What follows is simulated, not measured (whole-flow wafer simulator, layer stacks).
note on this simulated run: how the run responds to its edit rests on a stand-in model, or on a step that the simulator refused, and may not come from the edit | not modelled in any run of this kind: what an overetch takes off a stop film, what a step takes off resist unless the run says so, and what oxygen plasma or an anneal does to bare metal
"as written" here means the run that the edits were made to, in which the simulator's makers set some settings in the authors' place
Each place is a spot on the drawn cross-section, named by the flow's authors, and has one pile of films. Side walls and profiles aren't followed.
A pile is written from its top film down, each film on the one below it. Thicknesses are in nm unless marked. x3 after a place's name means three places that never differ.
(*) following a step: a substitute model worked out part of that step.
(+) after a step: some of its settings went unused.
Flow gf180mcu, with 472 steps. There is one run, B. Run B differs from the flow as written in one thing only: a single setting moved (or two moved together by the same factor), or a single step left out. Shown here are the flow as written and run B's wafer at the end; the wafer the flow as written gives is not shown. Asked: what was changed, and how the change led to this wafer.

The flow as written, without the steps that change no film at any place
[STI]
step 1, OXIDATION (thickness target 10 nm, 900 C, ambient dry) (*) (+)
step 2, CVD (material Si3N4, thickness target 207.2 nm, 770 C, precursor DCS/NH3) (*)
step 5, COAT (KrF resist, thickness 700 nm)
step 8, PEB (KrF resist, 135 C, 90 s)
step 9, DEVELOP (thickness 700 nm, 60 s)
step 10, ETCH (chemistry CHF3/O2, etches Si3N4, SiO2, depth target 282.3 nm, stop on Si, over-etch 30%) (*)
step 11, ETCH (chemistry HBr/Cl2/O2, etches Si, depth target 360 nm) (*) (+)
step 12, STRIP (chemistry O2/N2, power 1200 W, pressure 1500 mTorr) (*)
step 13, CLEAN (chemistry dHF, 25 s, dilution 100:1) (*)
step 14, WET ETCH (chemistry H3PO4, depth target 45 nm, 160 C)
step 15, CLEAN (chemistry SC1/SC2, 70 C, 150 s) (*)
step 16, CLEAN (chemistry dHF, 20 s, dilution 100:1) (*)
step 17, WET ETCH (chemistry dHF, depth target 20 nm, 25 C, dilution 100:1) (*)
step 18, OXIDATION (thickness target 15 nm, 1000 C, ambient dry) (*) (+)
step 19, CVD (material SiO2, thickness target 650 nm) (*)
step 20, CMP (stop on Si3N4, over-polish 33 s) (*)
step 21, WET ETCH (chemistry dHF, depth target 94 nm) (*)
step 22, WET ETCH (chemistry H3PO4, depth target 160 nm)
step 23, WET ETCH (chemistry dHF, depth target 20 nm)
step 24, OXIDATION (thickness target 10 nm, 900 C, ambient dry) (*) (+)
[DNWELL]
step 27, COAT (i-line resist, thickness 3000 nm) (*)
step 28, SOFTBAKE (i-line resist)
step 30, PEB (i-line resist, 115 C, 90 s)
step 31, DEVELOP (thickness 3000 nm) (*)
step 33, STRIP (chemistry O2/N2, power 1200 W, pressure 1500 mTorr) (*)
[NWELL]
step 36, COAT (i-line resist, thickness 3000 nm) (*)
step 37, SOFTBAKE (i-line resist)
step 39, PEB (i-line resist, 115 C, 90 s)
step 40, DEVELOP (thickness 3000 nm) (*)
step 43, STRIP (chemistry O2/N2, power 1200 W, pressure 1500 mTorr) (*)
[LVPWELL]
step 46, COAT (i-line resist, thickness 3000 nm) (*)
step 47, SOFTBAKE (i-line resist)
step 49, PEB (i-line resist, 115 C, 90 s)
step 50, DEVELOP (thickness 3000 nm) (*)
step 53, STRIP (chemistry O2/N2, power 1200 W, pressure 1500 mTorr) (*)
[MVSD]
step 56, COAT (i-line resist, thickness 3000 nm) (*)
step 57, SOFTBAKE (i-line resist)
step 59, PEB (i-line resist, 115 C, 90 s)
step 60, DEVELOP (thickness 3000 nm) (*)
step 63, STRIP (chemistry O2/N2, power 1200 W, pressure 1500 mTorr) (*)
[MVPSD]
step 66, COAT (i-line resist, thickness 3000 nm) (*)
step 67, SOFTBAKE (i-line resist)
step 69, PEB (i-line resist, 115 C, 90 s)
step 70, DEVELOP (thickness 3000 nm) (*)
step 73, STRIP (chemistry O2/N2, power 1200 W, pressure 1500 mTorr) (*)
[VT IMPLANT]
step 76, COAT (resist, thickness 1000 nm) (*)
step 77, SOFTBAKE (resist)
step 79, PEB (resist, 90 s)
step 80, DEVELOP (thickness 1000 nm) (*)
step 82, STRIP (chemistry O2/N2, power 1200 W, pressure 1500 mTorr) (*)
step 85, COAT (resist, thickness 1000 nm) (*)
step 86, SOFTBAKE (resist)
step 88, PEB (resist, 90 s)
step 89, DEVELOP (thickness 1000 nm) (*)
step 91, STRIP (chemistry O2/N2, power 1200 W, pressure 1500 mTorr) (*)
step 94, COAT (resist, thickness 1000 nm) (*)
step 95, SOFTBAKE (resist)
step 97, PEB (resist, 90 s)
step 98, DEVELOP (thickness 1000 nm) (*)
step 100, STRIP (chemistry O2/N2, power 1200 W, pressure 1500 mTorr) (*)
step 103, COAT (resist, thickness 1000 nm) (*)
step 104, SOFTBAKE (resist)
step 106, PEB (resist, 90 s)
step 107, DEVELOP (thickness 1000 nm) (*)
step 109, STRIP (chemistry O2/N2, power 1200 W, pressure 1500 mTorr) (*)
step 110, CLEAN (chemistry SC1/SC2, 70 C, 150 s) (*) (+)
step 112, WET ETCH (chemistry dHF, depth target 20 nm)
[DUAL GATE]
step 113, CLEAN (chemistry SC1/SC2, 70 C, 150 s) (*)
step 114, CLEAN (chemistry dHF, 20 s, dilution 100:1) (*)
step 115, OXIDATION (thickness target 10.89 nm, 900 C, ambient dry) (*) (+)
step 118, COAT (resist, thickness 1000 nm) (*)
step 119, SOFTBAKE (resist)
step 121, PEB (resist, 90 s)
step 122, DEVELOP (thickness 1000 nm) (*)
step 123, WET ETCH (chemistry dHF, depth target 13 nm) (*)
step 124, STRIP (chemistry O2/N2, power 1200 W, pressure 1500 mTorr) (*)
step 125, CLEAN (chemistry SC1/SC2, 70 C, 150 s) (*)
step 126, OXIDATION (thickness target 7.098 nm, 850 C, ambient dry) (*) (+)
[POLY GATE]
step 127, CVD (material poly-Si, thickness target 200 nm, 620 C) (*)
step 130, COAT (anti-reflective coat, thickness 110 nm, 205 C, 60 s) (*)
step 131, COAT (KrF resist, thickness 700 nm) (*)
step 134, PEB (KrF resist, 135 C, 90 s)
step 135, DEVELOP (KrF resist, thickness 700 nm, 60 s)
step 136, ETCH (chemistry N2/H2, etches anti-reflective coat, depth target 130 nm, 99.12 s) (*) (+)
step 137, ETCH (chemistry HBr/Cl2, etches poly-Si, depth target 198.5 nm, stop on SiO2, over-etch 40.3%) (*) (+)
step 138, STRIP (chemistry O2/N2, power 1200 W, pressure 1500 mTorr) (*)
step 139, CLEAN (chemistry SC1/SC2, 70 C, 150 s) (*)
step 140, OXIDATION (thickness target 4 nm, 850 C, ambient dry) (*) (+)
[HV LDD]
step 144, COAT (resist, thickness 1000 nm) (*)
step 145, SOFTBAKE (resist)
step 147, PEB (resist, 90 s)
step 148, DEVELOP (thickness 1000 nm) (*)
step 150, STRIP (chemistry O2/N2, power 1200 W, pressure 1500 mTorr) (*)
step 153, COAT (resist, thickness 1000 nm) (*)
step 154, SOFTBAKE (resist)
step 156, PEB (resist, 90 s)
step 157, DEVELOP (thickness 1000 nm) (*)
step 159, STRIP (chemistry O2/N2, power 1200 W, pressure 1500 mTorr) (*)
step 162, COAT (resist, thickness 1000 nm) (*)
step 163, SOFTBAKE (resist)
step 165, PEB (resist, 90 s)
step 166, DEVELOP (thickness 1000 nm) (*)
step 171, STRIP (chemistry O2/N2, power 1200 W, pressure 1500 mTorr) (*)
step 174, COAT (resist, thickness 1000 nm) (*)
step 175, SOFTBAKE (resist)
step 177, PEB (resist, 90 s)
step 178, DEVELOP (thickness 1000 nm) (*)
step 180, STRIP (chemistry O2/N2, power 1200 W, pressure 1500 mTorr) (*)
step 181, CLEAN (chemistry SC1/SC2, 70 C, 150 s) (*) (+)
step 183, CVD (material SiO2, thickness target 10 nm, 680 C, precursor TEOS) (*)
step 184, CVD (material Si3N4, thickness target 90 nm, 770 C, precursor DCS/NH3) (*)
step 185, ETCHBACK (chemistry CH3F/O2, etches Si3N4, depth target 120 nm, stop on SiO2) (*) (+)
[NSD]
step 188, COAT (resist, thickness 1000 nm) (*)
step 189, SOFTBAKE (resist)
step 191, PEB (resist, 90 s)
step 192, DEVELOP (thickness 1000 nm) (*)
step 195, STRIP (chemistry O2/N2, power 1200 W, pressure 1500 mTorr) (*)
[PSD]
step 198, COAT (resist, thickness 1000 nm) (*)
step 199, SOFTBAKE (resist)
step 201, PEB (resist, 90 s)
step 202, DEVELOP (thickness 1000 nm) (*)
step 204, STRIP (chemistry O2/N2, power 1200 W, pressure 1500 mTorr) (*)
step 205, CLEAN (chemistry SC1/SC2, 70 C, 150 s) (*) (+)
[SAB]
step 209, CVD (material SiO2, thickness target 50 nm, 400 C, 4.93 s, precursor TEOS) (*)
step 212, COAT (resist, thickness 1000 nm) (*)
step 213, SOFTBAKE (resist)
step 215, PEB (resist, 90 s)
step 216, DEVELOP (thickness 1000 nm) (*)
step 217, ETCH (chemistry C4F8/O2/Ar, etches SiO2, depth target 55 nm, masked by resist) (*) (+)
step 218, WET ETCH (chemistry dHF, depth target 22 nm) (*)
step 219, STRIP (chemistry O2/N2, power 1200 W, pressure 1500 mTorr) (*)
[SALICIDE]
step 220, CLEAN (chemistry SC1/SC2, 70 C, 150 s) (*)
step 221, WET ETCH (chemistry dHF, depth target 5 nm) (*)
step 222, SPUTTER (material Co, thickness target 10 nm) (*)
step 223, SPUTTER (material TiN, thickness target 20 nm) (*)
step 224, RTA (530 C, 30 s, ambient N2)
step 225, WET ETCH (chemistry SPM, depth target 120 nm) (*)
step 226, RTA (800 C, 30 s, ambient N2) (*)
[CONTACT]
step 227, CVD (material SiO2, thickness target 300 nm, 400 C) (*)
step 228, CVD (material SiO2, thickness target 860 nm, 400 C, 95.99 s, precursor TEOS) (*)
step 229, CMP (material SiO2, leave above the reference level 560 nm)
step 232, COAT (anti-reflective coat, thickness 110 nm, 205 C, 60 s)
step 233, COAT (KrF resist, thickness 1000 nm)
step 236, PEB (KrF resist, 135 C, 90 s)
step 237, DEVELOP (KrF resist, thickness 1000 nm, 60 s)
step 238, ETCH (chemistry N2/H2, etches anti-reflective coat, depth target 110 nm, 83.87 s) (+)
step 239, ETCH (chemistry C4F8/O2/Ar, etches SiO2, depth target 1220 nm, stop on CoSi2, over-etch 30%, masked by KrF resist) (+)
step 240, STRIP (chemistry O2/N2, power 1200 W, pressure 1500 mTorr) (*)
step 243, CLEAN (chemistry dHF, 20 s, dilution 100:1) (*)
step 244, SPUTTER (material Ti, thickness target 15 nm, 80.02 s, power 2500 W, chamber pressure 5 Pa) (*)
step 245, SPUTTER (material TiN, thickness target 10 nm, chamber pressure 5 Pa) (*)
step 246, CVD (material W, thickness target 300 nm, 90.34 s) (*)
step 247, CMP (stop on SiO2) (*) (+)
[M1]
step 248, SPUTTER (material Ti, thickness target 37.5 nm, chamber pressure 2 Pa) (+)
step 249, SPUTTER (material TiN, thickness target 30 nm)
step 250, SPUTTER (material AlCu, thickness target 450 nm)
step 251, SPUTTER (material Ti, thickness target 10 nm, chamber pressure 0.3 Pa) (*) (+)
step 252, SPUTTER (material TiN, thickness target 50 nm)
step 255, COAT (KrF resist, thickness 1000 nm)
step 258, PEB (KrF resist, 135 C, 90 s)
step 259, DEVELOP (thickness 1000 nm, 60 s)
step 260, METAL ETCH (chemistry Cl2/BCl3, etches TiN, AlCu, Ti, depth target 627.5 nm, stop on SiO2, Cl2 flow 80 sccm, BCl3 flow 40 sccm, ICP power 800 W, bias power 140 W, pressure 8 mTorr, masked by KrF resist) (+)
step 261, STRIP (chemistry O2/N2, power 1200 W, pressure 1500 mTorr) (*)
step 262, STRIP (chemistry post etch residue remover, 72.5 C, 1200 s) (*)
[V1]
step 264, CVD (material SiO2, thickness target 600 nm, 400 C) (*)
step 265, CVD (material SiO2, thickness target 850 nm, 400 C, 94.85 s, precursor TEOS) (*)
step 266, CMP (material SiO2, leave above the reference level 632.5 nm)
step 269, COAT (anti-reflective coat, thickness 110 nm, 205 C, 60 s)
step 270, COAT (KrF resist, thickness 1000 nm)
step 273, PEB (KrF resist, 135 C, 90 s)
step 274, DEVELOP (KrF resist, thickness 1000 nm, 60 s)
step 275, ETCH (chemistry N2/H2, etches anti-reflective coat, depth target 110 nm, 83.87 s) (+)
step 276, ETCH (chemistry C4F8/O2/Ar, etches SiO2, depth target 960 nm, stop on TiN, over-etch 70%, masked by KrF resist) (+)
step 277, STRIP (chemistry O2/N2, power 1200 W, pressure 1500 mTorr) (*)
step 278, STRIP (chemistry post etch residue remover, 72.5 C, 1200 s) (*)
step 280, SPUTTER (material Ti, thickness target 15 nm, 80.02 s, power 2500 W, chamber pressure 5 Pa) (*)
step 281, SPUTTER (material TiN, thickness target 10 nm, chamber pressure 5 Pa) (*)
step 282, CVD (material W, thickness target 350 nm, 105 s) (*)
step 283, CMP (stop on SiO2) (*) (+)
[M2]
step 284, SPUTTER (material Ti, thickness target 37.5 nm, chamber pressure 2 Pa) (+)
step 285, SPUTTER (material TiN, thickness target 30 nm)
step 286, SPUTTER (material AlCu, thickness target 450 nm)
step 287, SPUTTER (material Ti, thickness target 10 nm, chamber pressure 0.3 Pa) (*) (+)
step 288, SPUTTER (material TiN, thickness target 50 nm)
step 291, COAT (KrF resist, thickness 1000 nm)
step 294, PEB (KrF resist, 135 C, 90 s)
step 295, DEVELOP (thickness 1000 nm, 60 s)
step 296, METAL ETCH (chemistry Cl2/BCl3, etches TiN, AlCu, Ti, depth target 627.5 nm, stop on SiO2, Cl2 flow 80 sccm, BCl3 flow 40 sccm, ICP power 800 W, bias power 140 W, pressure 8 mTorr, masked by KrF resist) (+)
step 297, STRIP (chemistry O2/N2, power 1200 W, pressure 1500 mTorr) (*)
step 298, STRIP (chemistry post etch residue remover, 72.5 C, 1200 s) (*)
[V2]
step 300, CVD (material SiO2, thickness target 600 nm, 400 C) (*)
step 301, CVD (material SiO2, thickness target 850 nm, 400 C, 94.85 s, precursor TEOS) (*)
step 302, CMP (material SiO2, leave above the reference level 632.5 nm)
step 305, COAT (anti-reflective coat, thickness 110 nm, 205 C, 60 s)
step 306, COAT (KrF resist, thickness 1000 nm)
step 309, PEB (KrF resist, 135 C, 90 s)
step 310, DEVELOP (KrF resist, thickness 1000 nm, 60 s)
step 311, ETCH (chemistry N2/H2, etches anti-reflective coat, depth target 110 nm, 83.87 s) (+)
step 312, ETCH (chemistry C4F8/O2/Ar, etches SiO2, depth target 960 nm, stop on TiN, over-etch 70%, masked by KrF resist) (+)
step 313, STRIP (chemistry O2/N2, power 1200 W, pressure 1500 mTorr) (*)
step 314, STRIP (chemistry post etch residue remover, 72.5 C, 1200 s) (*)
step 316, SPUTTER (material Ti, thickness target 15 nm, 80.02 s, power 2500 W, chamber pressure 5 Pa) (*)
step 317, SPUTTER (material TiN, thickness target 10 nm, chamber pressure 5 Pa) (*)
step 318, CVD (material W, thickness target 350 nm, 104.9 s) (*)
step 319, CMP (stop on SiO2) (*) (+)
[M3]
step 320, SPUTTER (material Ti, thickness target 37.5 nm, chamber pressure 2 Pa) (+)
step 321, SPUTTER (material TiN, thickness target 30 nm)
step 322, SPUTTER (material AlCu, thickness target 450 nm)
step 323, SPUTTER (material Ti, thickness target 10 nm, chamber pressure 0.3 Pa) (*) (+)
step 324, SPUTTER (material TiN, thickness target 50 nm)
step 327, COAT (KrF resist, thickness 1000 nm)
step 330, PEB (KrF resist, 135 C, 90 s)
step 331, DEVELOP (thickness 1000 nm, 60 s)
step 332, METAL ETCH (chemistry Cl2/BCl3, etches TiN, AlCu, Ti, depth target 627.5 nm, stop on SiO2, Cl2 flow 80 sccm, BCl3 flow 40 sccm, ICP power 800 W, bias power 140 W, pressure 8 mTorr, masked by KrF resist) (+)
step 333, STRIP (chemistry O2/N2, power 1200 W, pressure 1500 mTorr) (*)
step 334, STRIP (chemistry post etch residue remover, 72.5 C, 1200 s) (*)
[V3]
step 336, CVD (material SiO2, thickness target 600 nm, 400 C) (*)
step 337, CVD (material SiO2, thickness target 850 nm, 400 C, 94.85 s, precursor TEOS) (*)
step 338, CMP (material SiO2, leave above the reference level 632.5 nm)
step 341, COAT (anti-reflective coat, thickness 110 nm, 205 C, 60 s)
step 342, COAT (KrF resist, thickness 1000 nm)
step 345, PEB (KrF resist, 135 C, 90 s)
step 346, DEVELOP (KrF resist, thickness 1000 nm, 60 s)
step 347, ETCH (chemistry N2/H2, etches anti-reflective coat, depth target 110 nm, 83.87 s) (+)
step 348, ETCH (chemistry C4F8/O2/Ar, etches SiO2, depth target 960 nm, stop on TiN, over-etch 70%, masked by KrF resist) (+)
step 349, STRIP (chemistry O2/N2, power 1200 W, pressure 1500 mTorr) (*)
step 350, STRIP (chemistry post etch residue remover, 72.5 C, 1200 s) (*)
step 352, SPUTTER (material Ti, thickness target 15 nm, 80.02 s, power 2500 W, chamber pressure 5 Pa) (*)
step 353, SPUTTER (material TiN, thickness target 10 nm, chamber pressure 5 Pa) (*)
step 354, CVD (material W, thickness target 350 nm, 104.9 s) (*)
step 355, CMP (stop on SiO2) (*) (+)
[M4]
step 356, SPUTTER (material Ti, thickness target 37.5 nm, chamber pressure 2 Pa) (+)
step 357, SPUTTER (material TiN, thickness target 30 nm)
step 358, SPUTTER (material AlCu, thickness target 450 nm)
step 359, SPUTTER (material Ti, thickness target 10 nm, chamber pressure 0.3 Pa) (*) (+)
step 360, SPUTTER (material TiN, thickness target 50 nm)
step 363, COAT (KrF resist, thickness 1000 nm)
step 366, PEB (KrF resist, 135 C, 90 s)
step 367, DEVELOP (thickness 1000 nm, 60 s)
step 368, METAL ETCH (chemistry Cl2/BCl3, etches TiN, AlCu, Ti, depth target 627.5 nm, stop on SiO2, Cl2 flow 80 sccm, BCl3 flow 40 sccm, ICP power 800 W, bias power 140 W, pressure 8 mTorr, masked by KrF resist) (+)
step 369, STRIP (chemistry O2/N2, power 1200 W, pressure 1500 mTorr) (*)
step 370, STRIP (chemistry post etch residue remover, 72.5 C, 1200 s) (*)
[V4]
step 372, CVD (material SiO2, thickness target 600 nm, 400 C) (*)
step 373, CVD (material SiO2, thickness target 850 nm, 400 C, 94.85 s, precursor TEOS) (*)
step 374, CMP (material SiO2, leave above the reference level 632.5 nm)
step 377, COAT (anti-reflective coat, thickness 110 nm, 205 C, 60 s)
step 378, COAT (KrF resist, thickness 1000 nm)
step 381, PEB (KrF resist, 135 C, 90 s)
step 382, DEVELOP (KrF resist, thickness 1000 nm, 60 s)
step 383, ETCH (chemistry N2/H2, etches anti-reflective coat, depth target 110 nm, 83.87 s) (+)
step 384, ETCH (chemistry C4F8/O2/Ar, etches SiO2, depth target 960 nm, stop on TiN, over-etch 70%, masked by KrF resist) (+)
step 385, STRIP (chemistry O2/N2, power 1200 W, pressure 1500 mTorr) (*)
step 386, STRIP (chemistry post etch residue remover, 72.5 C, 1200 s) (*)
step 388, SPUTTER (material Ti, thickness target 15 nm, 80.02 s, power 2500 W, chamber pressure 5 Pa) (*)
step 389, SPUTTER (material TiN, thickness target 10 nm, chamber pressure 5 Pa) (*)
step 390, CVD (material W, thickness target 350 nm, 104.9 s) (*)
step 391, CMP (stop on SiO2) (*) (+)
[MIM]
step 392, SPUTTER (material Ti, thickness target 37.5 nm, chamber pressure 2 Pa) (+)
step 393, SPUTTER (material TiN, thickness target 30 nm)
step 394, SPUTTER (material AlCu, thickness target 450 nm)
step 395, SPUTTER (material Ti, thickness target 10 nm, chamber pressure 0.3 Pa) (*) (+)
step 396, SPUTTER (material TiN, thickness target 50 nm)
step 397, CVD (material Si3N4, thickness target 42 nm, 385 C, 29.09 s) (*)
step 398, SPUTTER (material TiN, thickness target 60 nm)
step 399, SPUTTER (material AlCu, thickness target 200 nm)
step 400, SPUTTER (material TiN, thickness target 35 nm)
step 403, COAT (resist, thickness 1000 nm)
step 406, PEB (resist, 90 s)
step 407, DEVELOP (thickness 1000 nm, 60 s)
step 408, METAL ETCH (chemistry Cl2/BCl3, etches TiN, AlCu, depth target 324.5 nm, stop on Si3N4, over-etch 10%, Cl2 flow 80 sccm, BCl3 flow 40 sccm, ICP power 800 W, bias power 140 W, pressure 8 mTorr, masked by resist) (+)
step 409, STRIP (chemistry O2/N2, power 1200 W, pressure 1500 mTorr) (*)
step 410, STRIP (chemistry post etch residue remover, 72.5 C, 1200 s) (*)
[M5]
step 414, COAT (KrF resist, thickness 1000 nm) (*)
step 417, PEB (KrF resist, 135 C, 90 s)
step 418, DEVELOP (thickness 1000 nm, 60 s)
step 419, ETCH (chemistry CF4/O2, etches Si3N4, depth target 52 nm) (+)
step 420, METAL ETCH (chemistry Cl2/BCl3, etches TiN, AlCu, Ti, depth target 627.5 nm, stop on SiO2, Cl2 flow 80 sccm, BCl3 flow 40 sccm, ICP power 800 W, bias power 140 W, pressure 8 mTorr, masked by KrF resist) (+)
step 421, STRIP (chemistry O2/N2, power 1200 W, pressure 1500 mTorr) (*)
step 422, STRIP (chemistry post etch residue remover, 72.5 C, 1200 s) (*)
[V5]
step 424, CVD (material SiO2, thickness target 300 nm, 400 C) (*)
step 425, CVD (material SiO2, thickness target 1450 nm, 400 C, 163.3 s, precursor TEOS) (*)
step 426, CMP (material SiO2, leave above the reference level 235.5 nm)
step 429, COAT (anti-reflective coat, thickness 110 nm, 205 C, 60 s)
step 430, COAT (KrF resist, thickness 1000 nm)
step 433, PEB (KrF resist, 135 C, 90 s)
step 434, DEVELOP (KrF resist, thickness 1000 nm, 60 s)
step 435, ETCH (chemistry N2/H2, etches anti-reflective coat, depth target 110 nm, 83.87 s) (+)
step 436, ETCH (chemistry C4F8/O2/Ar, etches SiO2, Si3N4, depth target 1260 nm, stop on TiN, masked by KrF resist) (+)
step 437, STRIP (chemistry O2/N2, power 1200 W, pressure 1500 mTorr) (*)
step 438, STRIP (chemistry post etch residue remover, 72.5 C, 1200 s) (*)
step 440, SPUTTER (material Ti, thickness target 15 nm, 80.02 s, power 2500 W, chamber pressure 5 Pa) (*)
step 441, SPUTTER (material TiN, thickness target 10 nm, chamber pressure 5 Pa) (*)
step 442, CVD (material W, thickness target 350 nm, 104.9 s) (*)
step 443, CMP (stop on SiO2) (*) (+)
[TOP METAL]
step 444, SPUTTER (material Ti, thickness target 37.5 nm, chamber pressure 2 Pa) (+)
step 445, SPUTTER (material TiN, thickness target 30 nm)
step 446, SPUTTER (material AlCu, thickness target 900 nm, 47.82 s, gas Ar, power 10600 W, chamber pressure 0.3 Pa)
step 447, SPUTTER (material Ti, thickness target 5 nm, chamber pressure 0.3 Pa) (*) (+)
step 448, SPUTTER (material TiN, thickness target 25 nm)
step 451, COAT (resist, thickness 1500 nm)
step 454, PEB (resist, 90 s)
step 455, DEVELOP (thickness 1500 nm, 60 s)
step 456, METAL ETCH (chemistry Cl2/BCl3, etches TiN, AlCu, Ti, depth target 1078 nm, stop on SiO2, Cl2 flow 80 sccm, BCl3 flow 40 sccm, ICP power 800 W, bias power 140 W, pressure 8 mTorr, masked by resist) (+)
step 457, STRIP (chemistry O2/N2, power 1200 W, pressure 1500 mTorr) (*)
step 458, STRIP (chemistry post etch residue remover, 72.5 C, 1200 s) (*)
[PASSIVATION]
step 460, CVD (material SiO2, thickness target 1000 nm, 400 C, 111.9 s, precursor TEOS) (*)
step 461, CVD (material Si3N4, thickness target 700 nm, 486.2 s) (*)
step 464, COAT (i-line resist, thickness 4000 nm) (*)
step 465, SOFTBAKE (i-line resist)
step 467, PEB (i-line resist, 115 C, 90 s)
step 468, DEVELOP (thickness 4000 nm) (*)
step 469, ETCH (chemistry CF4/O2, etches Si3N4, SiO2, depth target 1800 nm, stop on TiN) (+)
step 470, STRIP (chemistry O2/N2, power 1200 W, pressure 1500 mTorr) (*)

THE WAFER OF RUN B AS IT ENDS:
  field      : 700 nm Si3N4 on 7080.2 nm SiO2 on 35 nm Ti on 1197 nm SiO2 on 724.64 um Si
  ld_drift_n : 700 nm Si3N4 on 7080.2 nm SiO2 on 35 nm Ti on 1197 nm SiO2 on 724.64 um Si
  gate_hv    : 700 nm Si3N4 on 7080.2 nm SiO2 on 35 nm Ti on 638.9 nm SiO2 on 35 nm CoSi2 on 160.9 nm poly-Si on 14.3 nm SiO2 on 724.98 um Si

What caused this: step 250, SPUTTER: thickness target 535 nm was run, though the flow has thickness target 450 nm.

How this came from the change, step by step:
  step 250, SPUTTER (material AlCu, thickness target 450 nm)
      field, field__w1, field__w2 and 108 more: AlCu gains 535 (new film) (in the flow as written it would be: AlCu gains 450 (new film))
  step 260, METAL ETCH (chemistry Cl2/BCl3, etches TiN, AlCu, Ti, depth target 627.5 nm, stop on SiO2, Cl2 flow 80 sccm, BCl3 flow 40 sccm, ICP power 800 W, bias power 140 W, pressure 8 mTorr, masked by KrF resist) (+)
      field, field__w1, field__w2 and 99 more: TiN loses 50 (all of it), Ti loses 10 (all of it), AlCu loses 535 (all of it), TiN loses 30 (all of it), Ti loses 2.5 (in the flow as written it would be: TiN loses 50 (all of it), Ti loses 10 (all of it), AlCu loses 450 (all of it), TiN loses 30 (all of it), Ti loses 37.5 (all of it))
  step 264, CVD (material SiO2, thickness target 600 nm, 400 C) (*)
      field, field__w1, field__w2 and 99 more: SiO2 gains 600 (new film) (in the flow as written it would be: SiO2 gains 600)
  step 266, CMP (material SiO2, leave above the reference level 632.5 nm)
      field, field__w1, field__w2 and 99 more: SiO2 loses 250 (in the flow as written it would be: SiO2 loses 300)
Taking metal films that touch as one body, field has 1 body; the flow as written gives 0 bodies.
Taking metal films that touch as one body, ld_drift_n has 1 body; the flow as written gives 0 bodies.
Taking metal films that touch as one body, gate_hv has 2 bodies (between them, from the top down: SiO2 638.9); the flow as written gives 1 body.
